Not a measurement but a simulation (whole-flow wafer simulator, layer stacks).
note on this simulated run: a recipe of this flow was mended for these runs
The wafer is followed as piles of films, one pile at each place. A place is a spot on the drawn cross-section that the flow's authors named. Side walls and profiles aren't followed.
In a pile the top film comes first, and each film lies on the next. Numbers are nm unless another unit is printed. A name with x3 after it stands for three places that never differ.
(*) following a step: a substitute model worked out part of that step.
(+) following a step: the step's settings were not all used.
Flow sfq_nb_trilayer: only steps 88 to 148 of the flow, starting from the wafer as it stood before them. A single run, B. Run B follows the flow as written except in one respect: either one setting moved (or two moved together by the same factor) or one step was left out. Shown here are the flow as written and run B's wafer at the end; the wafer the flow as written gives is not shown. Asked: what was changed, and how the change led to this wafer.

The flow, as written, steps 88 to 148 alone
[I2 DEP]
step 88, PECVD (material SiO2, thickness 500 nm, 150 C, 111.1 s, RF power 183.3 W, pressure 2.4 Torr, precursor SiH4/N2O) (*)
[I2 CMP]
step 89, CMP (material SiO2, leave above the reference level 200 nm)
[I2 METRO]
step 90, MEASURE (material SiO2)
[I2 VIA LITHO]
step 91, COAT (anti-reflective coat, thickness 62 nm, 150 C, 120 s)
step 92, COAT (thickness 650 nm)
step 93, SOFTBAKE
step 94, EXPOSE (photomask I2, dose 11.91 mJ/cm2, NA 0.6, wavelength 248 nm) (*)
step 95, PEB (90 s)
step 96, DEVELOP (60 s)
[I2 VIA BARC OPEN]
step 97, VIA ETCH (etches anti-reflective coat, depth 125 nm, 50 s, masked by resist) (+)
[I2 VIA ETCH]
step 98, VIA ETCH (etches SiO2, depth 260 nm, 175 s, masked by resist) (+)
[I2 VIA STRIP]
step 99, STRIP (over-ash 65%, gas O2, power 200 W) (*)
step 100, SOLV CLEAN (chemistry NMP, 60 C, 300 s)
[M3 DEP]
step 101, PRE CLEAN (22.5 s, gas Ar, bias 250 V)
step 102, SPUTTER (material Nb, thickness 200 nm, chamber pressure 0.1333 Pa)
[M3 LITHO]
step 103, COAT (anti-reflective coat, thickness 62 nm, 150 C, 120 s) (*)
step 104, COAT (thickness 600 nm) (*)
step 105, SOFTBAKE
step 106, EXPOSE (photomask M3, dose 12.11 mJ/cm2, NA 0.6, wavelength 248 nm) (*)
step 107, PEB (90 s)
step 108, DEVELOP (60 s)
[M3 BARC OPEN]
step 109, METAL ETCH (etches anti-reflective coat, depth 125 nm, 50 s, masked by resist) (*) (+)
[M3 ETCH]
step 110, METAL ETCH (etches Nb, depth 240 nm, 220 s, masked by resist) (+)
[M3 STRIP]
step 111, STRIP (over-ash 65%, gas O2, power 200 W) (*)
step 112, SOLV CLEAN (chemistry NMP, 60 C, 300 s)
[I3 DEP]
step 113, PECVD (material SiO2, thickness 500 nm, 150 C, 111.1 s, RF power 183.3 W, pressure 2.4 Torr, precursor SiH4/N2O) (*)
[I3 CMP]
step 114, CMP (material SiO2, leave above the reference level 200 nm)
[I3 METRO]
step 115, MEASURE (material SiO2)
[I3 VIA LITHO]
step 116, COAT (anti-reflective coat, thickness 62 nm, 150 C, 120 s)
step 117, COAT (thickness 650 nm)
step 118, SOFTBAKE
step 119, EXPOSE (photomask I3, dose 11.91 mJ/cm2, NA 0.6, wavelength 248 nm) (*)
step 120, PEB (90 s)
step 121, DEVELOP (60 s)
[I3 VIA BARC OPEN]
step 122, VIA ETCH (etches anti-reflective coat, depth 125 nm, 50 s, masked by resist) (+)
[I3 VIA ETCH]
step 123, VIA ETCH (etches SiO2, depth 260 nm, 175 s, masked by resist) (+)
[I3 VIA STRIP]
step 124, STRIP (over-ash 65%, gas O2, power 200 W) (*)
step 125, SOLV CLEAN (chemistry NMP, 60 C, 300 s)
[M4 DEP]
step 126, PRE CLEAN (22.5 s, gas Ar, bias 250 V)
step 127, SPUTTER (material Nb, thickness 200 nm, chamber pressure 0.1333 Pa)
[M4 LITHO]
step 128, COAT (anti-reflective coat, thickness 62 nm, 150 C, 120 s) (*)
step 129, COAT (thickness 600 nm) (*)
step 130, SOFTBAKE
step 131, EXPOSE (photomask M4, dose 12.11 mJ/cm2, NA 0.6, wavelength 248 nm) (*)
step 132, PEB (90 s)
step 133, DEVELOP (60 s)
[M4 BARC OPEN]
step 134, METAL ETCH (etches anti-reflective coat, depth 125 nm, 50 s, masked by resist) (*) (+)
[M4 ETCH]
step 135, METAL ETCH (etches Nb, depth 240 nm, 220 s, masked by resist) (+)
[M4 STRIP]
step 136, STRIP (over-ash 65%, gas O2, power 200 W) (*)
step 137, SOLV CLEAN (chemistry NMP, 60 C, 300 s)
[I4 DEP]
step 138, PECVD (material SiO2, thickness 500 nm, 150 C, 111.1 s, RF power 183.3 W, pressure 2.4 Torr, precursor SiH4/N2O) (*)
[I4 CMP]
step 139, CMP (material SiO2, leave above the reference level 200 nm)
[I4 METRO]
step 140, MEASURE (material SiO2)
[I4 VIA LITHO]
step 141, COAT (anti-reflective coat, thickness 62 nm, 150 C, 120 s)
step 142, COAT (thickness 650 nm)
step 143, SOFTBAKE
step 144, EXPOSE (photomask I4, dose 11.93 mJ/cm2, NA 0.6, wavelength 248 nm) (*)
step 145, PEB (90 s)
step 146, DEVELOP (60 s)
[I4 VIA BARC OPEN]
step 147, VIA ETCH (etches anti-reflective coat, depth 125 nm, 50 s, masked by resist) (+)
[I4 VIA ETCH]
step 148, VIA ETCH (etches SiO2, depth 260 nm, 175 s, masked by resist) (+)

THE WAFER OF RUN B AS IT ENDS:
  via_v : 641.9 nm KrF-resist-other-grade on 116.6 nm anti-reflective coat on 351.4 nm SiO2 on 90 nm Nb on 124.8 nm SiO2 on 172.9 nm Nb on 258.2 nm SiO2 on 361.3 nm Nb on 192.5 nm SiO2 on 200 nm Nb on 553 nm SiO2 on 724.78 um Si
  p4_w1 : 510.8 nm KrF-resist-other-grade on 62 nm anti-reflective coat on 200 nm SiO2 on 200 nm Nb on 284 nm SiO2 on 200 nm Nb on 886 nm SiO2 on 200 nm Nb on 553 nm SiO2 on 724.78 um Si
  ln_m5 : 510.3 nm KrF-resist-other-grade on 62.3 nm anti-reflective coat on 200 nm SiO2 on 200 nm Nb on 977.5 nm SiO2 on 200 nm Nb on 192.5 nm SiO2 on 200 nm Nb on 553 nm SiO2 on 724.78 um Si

The reason: step 88, PECVD: thickness 312.5 nm was run, while the flow as written has thickness 500 nm; step 88, PECVD: 69.44 s was run, where the flow has 111.1 s.

The path from the change to this, step by step:
  step 88, PECVD (material SiO2, thickness 500 nm, 150 C, 111.1 s, RF power 183.3 W, pressure 2.4 Torr, precursor SiH4/N2O) (*)
      field_l, be, be_sur and 81 more: +312.5 SiO2 (as written it would have been: +500 SiO2)
      v_sur, via_wl, via_w and 18 more: +312.5 SiO2 (new film) (as written it would have been: +500 SiO2 (new film))
      (and at 1 other place as well)
  step 89, CMP (material SiO2, leave above the reference level 200 nm)
      field_l, be, be_sur and 81 more: nothing (as written it would have been: -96 SiO2)
      via_v: nothing (as written it would have been: -181.6 SiO2)
      (and at 21 other places as well)
  step 91, COAT (anti-reflective coat, thickness 62 nm, 150 C, 120 s)
      m0r_line_l x3, m0r_line_r x3: +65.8 anti-reflective coat (new film) (as written it would have been: +62 anti-reflective coat (new film))
      m0r_space_l, m0r_space_r, m6r_space_l x2, m6r_space_r x2: +84.3 anti-reflective coat (new film) (as written it would have been: +62 anti-reflective coat (new film))
      (and at 65 other places as well)
  step 92, COAT (thickness 650 nm)
      m0r_line_l x3, m0r_line_r x3: +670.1 KrF-resist-other-grade (new film) (as written it would have been: +650 KrF-resist-other-grade (new film))
      m5r_line_l, m5r_line_r: +672.2 KrF-resist-other-grade (new film) (as written it would have been: +650 KrF-resist-other-grade (new film))
      (and at 29 other places as well)
  step 96, DEVELOP (60 s)
      via_w: -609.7 KrF-resist-other-grade (all of it) (as written it would have been: -648.6 KrF-resist-other-grade (all of it))
  step 97, VIA ETCH (etches anti-reflective coat, depth 125 nm, 50 s, masked by resist) (+)
      via_w: -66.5 anti-reflective coat (all of it), -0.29 SiO2 (as written it would have been: -62 anti-reflective coat (all of it), -0.31 SiO2)
  step 99, STRIP (over-ash 65%, gas O2, power 200 W) (*)
      m0r_line_l x3, m0r_line_r x3: -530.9 KrF-resist-other-grade (all of it), -65.8 anti-reflective coat (all of it) (as written it would have been: -510.8 KrF-resist-other-grade (all of it), -62 anti-reflective coat (all of it))
      m0r_space_l, m0r_space_r, m6r_space_l x2, m6r_space_r x2: -515.7 KrF-resist-other-grade (all of it), -84.3 anti-reflective coat (all of it) (as written it would have been: -510.8 KrF-resist-other-grade (all of it), -62 anti-reflective coat (all of it))
      (and at 69 other places as well)
  step 102, SPUTTER (material Nb, thickness 200 nm, chamber pressure 0.1333 Pa)
      via_v: +172.9 Nb (new film) (as written it would have been: +200 Nb (new film))
  step 103, COAT (anti-reflective coat, thickness 62 nm, 150 C, 120 s) (*)
      m0r_line_l x3, m0r_line_r x3: +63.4 anti-reflective coat (new film) (as written it would have been: +62 anti-reflective coat (new film))
      m0r_space_l, m0r_space_r, m6r_space_l x2, m6r_space_r x2: +82.1 anti-reflective coat (new film) (as written it would have been: +62 anti-reflective coat (new film))
      (and at 63 other places as well)
  step 104, COAT (thickness 600 nm) (*)
      m0r_line_l x3, m0r_line_r x3: +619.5 KrF-resist-other-grade (new film) (as written it would have been: +600 KrF-resist-other-grade (new film))
      wl_e_sr, m8r_pad_l: +583.1 KrF-resist-other-grade (new film) (as written it would have been: +600 KrF-resist-other-grade (new film))
      (and at 34 other places as well)
  step 108, DEVELOP (60 s)
      m0r_line_l x3, m0r_line_r x3: -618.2 KrF-resist-other-grade (all of it) (as written it would have been: -598.7 KrF-resist-other-grade (all of it))
      m5r_line_l, m5r_line_r: -619.1 KrF-resist-other-grade (all of it) (as written it would have been: -598.7 KrF-resist-other-grade (all of it))
      (and at 19 other places as well)
  step 109, METAL ETCH (etches anti-reflective coat, depth 125 nm, 50 s, masked by resist) (*) (+)
      m0r_line_l x3, m0r_line_r x3: -63.4 anti-reflective coat (all of it) (as written it would have been: -62 anti-reflective coat (all of it))
      m0r_space_l, m0r_space_r, m6r_space_l x2, m6r_space_r x2: -82.1 anti-reflective coat (all of it) (as written it would have been: -62 anti-reflective coat (all of it))
      (and at 41 other places as well)
  step 111, STRIP (over-ash 65%, gas O2, power 200 W) (*)
      v_sur: -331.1 KrF-resist-other-grade (all of it), -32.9 anti-reflective coat (all of it) (as written it would have been: -361 KrF-resist-other-grade (all of it), -46 anti-reflective coat (all of it))
      via_wl: -341.7 KrF-resist-other-grade (all of it), -17.9 anti-reflective coat (all of it) (as written it would have been: -381.1 KrF-resist-other-grade (all of it), -16.7 anti-reflective coat (all of it))
      (and at 22 other places as well)
  step 113, PECVD (material SiO2, thickness 500 nm, 150 C, 111.1 s, RF power 183.3 W, pressure 2.4 Torr, precursor SiH4/N2O) (*)
      via_v: +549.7 SiO2 (new film) (as written it would have been: +500 SiO2 (new film))
  step 114, CMP (material SiO2, leave above the reference level 200 nm)
      field_l, be, be_sur and 64 more: -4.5 SiO2 (as written it would have been: -96 SiO2)
      p4_w1, p4_w2, p4_w3 and 6 more: -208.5 SiO2 (as written it would have been: -300 SiO2)
      (and at 9 other places as well)
  step 123, VIA ETCH (etches SiO2, depth 260 nm, 175 s, masked by resist) (+)
      via_v: -260 SiO2 (as written it would have been: -199.7 SiO2 (all of it), -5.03 Nb)
  ... another 11 steps ...
  step 147, VIA ETCH (etches anti-reflective coat, depth 125 nm, 50 s, masked by resist) (+)
      via_wl: -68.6 anti-reflective coat (all of it), -0.28 SiO2 (as written it would have been: -62 anti-reflective coat (all of it), -0.31 SiO2)
      via_w: -71 anti-reflective coat (all of it), -0.27 SiO2 (as written it would have been: -62 anti-reflective coat (all of it), -0.31 SiO2)
      (and at 1 other place as well)
With metal films that touch counted as one body, via_v has 4 bodies (between them, from the top down: SiO2 124.8; SiO2 258.2; SiO2 192.5); the flow as written gives 3 bodies (between them, from the top down: SiO2 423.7; SiO2 192.5).
